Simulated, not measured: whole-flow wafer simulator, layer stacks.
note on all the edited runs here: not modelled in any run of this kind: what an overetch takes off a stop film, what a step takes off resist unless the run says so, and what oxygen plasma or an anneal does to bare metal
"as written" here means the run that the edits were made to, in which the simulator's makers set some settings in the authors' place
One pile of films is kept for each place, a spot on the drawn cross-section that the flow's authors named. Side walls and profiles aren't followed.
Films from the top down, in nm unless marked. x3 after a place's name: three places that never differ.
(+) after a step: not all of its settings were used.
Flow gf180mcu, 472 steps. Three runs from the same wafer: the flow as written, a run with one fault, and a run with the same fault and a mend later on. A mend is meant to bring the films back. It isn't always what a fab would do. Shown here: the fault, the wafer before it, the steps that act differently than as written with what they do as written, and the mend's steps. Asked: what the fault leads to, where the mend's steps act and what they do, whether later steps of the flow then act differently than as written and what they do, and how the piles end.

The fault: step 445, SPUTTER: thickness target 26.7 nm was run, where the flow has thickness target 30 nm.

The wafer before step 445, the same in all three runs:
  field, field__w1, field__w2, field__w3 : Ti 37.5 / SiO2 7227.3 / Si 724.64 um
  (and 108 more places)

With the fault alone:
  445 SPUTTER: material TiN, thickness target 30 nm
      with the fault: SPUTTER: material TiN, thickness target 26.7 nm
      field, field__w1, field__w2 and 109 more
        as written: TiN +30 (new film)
        with the fault: TiN +26.7 (new film)
  Later steps of the flow that act differently than as written (5 more steps differ only slightly, by at most 2% or 0.5 nm, whichever is larger, and aren't shown):
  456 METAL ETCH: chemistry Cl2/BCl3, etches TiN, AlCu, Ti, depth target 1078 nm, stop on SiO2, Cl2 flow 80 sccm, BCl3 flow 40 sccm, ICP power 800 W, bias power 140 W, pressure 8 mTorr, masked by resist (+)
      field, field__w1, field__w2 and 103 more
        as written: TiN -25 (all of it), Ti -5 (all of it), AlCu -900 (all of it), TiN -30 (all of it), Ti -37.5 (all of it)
        with the fault: TiN -25 (all of it), Ti -5 (all of it), AlCu -900 (all of it), TiN -26.7 (all of it), Ti -37.5 (all of it)
  At the end the piles differ from the flow's by more than 2% or 0.5 nm, whichever is larger, at field__w8, contact, m1, m1__w1, pad, m1_nw.
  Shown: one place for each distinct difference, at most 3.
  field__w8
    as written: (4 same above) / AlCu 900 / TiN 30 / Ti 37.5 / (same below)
    with the fault: (4 same above) / AlCu 900 / TiN 26.7 / Ti 37.5 / (same below)
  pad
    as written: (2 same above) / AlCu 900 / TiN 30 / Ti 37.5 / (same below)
    with the fault: (2 same above) / AlCu 900 / TiN 26.7 / Ti 37.5 / (same below)

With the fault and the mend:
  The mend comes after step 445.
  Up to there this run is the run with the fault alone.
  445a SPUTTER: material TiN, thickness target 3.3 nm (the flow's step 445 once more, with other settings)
      field, field__w1, field__w2 and 109 more
        TiN +3.3
  No later step of the flow acts differently than as written at any place that is followed.
  At the end the piles are the same as the flow's at every place that both follow.
